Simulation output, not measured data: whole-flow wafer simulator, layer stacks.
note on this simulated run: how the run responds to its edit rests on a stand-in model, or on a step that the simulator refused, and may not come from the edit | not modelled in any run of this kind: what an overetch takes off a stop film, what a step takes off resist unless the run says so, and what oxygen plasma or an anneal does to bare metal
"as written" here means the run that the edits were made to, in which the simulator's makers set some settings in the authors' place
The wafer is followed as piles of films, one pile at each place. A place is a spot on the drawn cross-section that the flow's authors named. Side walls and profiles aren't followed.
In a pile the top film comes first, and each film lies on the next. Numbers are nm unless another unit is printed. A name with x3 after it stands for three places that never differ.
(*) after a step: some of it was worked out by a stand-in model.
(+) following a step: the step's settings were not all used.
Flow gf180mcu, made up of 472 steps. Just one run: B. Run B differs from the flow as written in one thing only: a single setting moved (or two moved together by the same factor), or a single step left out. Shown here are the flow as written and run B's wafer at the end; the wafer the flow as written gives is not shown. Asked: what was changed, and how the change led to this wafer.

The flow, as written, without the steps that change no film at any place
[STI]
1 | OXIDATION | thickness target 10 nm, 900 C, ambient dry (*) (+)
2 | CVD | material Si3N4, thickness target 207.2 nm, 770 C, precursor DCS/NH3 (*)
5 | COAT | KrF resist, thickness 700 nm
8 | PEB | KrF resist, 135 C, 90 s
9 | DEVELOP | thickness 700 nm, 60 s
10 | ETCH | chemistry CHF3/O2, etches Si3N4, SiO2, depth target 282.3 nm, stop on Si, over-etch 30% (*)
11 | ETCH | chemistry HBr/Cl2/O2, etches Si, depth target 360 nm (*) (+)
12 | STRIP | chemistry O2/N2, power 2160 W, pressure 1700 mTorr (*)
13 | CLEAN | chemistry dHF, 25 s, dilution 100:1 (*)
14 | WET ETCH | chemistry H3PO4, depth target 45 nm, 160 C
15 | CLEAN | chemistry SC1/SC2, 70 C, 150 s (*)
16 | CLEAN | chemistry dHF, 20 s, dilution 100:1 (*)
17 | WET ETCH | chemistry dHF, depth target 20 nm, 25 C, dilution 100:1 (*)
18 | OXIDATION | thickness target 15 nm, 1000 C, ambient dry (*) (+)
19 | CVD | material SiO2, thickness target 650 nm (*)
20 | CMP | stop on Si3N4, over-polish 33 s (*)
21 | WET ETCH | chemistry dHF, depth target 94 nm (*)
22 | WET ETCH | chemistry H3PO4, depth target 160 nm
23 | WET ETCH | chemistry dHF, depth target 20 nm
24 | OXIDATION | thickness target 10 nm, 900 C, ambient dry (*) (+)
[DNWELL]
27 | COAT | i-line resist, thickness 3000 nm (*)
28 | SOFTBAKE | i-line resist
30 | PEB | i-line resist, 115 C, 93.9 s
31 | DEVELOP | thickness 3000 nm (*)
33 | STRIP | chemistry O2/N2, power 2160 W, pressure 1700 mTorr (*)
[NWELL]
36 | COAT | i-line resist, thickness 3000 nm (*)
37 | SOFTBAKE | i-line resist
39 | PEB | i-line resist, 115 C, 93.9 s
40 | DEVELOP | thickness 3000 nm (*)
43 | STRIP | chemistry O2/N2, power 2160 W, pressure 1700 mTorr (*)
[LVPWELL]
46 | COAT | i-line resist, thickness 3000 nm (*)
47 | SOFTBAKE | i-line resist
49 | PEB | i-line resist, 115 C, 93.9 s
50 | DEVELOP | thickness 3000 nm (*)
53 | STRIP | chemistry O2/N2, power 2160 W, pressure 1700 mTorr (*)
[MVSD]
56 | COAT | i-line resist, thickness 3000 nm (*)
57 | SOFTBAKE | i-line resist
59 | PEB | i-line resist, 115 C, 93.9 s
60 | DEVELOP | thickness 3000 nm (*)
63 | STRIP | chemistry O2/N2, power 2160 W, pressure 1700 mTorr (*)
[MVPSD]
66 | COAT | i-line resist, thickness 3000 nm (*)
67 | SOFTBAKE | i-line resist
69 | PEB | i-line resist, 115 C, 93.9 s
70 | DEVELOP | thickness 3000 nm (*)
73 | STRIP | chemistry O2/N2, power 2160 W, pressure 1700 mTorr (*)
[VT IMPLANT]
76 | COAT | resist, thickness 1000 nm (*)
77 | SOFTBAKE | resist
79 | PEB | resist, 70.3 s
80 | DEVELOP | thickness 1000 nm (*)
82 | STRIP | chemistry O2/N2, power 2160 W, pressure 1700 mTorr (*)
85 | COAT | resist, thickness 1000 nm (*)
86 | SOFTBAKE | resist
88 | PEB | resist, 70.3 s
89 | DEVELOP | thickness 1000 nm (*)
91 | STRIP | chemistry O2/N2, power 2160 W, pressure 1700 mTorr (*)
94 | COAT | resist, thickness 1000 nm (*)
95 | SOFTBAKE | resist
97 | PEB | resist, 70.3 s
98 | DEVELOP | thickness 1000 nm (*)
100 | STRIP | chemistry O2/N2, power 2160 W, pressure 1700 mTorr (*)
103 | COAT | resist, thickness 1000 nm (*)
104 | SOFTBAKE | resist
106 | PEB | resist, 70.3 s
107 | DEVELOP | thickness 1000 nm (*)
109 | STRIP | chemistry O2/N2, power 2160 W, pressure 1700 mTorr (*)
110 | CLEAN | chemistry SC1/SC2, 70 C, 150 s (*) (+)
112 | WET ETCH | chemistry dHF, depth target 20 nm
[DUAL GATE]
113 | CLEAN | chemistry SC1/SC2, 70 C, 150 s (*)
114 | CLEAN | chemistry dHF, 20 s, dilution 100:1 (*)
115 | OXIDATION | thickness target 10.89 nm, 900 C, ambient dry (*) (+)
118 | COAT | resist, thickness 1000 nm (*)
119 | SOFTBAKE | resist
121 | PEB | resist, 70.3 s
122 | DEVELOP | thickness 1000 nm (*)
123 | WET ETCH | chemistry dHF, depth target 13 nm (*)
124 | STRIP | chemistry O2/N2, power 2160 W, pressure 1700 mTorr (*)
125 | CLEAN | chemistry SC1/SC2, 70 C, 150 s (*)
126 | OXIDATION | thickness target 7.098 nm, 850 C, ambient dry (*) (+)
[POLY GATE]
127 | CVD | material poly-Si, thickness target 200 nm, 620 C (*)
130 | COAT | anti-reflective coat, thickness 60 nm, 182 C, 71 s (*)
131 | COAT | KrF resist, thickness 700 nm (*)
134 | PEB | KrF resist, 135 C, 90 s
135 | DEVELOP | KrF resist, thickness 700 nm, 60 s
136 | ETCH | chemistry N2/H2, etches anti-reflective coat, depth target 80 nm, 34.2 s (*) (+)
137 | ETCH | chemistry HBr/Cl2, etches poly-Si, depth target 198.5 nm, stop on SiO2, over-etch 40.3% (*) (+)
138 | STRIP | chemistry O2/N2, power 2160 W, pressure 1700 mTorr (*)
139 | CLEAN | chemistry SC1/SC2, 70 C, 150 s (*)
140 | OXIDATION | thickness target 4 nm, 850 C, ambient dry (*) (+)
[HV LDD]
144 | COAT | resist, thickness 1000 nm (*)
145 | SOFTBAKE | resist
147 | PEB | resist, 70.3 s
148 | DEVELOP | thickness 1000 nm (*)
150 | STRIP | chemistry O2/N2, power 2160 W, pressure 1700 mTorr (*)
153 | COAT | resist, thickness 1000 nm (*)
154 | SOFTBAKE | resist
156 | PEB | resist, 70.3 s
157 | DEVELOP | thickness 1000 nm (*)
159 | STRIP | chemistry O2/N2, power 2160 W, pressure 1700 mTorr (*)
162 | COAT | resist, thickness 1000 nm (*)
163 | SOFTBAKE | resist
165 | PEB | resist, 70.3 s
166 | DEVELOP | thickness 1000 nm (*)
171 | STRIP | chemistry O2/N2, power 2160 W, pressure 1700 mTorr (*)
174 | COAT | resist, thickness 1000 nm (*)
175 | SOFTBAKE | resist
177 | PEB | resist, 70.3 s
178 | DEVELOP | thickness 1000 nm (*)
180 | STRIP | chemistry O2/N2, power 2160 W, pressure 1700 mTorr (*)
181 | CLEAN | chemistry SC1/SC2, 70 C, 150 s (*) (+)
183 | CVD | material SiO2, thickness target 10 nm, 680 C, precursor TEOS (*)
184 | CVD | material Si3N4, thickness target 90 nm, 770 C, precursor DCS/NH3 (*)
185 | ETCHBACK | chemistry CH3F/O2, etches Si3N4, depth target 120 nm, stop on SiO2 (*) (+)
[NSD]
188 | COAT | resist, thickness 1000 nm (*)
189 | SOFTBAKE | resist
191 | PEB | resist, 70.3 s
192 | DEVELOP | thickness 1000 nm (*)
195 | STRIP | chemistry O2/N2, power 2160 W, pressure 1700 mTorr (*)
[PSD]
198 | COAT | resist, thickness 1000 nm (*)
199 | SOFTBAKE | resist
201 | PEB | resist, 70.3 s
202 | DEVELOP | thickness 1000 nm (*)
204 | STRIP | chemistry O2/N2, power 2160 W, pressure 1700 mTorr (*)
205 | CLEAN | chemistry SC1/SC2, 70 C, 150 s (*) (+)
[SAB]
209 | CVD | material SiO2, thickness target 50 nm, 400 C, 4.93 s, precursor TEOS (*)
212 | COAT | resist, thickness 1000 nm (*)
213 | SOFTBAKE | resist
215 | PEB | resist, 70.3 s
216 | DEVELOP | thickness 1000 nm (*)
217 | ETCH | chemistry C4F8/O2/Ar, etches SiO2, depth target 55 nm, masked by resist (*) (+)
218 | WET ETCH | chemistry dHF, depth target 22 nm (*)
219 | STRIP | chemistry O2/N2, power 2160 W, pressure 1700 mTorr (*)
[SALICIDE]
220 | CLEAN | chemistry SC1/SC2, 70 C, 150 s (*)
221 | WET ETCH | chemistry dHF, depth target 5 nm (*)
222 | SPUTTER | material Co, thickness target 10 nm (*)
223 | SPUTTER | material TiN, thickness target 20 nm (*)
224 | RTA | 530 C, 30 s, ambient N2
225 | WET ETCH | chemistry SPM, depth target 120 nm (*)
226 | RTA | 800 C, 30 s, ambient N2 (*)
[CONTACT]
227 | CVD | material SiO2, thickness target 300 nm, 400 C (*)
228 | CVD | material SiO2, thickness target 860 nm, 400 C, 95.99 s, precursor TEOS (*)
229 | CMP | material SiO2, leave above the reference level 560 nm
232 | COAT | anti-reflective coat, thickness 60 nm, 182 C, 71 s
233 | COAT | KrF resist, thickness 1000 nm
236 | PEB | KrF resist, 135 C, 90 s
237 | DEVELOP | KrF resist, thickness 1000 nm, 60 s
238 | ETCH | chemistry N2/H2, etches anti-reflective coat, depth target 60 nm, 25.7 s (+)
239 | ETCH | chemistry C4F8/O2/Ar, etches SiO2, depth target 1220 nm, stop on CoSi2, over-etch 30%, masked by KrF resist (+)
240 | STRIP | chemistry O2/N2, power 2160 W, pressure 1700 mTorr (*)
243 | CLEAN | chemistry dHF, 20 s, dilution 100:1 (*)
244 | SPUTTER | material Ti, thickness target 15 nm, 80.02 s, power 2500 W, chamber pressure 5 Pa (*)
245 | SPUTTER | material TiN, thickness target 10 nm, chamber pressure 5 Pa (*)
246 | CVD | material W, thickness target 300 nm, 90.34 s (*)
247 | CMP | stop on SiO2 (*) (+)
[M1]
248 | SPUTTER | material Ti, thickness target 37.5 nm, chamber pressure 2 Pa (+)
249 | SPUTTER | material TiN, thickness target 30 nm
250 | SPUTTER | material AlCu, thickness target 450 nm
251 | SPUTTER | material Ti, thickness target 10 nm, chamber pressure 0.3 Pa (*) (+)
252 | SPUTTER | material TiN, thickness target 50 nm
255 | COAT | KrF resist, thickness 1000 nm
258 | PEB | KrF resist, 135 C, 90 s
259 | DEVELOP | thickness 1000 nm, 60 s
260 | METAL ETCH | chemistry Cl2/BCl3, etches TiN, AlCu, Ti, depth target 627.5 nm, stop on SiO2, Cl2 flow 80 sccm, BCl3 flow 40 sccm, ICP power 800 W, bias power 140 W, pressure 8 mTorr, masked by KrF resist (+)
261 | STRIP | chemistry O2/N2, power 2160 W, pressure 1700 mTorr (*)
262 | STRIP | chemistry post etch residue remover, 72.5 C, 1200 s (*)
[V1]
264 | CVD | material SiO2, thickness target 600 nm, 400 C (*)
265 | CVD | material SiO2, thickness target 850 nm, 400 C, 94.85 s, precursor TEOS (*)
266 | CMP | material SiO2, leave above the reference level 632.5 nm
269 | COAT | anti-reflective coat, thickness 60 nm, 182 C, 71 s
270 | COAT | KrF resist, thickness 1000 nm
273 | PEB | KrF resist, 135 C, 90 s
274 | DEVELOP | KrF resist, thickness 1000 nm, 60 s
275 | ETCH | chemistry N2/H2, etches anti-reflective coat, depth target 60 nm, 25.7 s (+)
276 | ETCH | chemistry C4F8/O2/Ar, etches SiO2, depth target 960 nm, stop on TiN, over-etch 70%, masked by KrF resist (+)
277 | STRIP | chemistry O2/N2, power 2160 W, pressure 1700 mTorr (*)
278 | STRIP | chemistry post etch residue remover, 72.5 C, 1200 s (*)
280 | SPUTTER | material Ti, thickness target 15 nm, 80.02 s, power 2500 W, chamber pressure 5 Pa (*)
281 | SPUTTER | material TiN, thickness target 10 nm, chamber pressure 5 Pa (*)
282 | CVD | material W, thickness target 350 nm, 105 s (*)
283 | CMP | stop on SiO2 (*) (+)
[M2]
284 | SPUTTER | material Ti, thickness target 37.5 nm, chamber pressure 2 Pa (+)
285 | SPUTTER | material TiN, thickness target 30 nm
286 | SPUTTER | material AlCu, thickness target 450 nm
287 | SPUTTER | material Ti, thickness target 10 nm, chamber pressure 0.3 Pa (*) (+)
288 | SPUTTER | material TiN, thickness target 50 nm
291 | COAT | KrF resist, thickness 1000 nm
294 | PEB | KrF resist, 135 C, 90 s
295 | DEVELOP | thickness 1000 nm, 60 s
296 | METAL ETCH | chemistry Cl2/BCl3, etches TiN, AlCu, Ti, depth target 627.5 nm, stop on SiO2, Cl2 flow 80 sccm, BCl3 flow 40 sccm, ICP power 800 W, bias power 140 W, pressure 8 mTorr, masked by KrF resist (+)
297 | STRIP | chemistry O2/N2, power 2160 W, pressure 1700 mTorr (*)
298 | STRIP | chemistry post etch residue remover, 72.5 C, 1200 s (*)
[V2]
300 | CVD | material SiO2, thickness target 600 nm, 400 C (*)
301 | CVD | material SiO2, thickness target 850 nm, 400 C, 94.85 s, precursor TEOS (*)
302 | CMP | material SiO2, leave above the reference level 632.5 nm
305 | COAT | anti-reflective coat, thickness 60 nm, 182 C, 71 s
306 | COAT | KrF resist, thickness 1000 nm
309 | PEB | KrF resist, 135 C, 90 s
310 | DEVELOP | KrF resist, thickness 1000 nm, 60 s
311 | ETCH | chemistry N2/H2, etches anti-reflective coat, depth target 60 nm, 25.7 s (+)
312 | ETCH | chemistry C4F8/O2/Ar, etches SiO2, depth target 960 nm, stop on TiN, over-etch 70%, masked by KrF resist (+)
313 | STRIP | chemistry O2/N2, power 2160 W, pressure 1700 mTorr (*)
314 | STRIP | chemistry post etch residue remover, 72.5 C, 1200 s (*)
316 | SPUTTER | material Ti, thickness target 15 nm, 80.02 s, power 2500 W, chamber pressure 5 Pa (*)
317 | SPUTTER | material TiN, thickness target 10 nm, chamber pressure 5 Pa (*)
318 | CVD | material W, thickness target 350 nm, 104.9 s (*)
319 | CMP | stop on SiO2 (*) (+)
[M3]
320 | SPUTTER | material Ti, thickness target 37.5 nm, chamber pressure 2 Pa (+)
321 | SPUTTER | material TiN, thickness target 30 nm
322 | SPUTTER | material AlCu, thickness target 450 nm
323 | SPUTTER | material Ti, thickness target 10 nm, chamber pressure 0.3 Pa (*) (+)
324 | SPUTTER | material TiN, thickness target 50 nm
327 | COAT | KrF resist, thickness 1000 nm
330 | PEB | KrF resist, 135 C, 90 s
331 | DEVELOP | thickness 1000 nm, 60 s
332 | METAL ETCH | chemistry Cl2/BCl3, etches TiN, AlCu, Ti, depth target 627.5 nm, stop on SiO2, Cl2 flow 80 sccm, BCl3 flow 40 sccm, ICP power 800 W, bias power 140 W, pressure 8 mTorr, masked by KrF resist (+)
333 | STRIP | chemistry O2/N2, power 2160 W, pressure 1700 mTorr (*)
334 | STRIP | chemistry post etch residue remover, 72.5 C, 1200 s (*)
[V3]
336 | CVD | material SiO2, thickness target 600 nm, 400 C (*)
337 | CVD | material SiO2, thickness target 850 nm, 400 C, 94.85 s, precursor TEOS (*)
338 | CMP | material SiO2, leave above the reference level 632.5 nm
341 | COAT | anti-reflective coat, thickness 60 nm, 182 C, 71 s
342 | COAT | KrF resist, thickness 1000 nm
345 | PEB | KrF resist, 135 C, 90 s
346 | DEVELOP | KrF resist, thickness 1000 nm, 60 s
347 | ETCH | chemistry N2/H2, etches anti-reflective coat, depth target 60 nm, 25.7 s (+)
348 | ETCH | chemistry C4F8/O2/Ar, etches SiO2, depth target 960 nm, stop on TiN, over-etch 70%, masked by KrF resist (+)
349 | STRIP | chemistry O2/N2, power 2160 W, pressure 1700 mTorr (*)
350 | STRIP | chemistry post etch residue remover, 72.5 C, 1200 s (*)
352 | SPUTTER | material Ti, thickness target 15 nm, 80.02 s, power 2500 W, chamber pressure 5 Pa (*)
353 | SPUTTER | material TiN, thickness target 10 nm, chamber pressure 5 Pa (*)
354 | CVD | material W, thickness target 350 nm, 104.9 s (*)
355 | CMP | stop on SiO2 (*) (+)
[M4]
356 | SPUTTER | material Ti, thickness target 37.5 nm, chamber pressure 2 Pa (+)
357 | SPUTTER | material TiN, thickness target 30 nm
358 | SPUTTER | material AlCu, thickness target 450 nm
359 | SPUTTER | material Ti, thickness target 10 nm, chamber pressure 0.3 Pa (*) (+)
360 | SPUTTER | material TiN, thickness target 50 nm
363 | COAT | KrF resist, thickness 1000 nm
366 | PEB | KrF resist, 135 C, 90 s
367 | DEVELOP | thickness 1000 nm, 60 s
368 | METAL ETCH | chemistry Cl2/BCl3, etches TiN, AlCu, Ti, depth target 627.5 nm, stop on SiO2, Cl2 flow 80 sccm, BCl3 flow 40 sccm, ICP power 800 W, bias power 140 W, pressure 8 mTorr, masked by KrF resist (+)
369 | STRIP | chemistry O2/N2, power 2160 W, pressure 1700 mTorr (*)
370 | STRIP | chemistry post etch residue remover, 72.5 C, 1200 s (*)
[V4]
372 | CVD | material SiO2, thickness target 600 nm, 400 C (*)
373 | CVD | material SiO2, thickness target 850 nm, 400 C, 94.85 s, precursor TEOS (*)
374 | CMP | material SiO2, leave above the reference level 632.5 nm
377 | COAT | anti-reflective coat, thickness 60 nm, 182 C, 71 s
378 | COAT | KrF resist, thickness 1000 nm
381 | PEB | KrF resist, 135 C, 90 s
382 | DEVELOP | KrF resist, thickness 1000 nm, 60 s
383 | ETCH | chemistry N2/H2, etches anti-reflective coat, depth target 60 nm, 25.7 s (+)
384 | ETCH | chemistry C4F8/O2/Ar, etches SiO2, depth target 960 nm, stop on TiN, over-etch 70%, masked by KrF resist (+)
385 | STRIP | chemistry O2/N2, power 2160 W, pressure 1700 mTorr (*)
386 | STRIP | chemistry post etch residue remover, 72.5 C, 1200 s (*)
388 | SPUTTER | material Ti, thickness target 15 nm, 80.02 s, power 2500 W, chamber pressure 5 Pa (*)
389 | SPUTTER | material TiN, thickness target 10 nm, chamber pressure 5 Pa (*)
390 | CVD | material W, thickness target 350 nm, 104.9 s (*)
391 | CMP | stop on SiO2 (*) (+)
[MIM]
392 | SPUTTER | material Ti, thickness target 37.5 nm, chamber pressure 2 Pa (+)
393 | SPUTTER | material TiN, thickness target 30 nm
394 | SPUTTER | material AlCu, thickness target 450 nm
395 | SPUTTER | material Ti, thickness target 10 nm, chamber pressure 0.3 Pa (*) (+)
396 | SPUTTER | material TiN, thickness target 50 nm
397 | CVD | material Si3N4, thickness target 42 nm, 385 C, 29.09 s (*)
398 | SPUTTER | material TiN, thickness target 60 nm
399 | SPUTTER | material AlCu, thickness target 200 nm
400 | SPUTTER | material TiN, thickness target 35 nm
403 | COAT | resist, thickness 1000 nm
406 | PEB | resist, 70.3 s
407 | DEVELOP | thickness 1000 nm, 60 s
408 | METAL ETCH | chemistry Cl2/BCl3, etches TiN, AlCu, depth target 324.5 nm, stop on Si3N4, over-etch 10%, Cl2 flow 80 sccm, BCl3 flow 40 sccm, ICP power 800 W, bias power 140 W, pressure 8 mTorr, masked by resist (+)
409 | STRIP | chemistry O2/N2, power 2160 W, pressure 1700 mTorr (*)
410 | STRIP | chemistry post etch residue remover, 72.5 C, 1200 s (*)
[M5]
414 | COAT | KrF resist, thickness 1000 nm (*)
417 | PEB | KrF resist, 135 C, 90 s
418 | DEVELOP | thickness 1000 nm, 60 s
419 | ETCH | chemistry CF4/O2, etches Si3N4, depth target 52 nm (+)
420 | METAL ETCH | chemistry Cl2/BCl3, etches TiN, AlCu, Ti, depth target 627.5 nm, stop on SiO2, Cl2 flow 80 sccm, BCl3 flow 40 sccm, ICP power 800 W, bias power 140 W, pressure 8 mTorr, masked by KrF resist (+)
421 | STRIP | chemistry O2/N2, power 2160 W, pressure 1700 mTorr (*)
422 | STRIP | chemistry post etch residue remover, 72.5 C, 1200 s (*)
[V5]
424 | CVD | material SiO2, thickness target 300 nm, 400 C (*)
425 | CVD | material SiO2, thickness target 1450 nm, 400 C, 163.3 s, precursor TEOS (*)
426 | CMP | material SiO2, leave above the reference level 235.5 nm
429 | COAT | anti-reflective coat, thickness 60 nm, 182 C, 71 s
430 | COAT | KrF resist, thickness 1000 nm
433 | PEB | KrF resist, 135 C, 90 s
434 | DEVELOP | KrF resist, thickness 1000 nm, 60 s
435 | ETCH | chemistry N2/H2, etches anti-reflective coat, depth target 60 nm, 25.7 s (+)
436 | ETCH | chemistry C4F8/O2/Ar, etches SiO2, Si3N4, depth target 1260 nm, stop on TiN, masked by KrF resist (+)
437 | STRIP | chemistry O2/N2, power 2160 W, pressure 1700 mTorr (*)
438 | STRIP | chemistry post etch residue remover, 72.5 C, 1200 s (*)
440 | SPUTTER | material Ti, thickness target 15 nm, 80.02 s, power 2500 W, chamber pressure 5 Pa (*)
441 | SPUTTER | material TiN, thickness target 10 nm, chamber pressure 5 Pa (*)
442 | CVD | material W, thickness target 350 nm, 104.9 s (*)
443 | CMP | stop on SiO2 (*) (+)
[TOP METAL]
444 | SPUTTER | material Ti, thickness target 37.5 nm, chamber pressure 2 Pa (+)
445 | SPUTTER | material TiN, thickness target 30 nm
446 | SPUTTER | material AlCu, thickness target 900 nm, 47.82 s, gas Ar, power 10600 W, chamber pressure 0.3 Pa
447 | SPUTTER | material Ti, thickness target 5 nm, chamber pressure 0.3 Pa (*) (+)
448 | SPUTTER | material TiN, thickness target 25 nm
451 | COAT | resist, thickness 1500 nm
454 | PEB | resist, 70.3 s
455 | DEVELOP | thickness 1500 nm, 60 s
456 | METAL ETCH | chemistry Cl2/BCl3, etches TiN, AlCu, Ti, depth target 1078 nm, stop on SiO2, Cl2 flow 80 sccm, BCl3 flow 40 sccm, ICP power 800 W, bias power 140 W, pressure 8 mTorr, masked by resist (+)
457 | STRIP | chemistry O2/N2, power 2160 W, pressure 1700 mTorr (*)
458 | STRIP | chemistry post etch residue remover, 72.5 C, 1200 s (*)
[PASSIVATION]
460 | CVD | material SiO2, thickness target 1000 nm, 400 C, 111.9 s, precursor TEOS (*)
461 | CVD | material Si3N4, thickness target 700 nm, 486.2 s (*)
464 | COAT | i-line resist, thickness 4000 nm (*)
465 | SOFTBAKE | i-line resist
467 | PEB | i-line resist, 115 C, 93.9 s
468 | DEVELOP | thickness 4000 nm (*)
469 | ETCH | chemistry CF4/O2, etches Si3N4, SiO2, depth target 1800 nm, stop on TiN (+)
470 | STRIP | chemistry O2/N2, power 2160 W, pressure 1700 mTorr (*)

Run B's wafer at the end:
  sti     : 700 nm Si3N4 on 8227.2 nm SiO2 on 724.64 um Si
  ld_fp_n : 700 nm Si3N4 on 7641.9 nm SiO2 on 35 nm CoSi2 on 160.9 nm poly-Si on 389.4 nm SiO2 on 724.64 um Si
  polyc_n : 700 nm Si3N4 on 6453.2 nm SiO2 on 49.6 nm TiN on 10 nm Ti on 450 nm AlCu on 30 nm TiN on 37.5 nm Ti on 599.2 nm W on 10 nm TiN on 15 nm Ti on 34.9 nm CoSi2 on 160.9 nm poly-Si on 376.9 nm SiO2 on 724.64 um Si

Cause: step 112, WET ETCH: depth target 12.2 nm was run, though the flow has depth target 20 nm.

How this came from the change, step by step:
  112 | WET ETCH | chemistry dHF, depth target 20 nm
      field, field__w2, field__w3 and 43 more: SiO2 loses 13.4 (as written it would have been: SiO2 loses 22)
  130 | COAT | anti-reflective coat, thickness 60 nm, 182 C, 71 s (*)
      p_well, spacer, sd_n: anti-reflective coat gains 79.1 (new film) (as written it would have been: anti-reflective coat gains 70.9 (new film))
      ldn_acc, ldp_acc: anti-reflective coat gains 70.1 (new film) (as written it would have been: anti-reflective coat gains 66.9 (new film))
      (also at 66 further places)
  136 | ETCH | chemistry N2/H2, etches anti-reflective coat, depth target 80 nm, 34.2 s (*) (+)
      p_well, spacer, sd_n: anti-reflective coat loses 79.1 (all of it), poly-Si loses 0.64 (as written it would have been: anti-reflective coat loses 70.9 (all of it), poly-Si loses 0.85)
      ldn_dft, ldp_dft: anti-reflective coat loses 44.7 (all of it), poly-Si loses 1.52 (as written it would have been: anti-reflective coat loses 48.7 (all of it), poly-Si loses 1.42)
      (also at 46 further places)
  138 | STRIP | chemistry O2/N2, power 2160 W, pressure 1700 mTorr (*)
      gate: chemical SiO2 gains 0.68 (new film), KrF resist loses 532 (all of it), anti-reflective coat loses 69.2 (all of it), poly-Si loses 0.3 (as written it would have been: chemical SiO2 gains 0.68 (new film), KrF resist loses 531.7 (all of it), anti-reflective coat loses 65.5 (all of it), poly-Si loses 0.3)
      gate_hv: chemical SiO2 gains 0.68 (new film), KrF resist loses 530.1 (all of it), anti-reflective coat loses 62.4 (all of it), poly-Si loses 0.3 (as written it would have been: chemical SiO2 gains 0.68 (new film), KrF resist loses 528.4 (all of it), anti-reflective coat loses 61 (all of it), poly-Si loses 0.3)
      (also at 18 further places)
  189 | SOFTBAKE | resist
      active_hv: resist loses 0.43 (as written it would have been: resist gains 2.68)
      active_nat: resist gains 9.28 (as written it would have been: resist gains 5.49)
  199 | SOFTBAKE | resist
      active_hv: resist loses 0.43 (as written it would have been: resist gains 2.68)
      active_nat: resist gains 9.28 (as written it would have been: resist gains 5.49)
  218 | WET ETCH | chemistry dHF, depth target 22 nm (*)
      active: SiO2 loses 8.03 (all of it) (as written it would have been: SiO2 loses 9.01 (all of it))
  223 | SPUTTER | material TiN, thickness target 20 nm (*)
      ld_sd_n: TiN gains 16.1 (new film) (as written it would have been: TiN gains 15.5 (new film))
  225 | WET ETCH | chemistry SPM, depth target 120 nm (*)
      ld_sd_n: TiN loses 16.1 (all of it) (as written it would have been: TiN loses 15.5 (all of it))
  226 | RTA | 800 C, 30 s, ambient N2 (*)
      ld_sd_n: CoSi2 gains 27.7 (new film), CoSi loses 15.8 (all of it), Si loses 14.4 (as written it would have been: CoSi2 gains 28.3 (new film), CoSi loses 16.1 (all of it), Si loses 14.7)
  229 | CMP | material SiO2, leave above the reference level 560 nm
      ldn_sep__w1, ldn_sep__w2, ldn_dft and 8 more: SiO2 loses 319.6 (as written it would have been: SiO2 loses 311)
      sti, mim_1p0, pad, dice_street, iso_nw_fld, iso_fld_sub: SiO2 loses 305.4 (as written it would have been: SiO2 loses 296.8)
      (also at 40 further places)
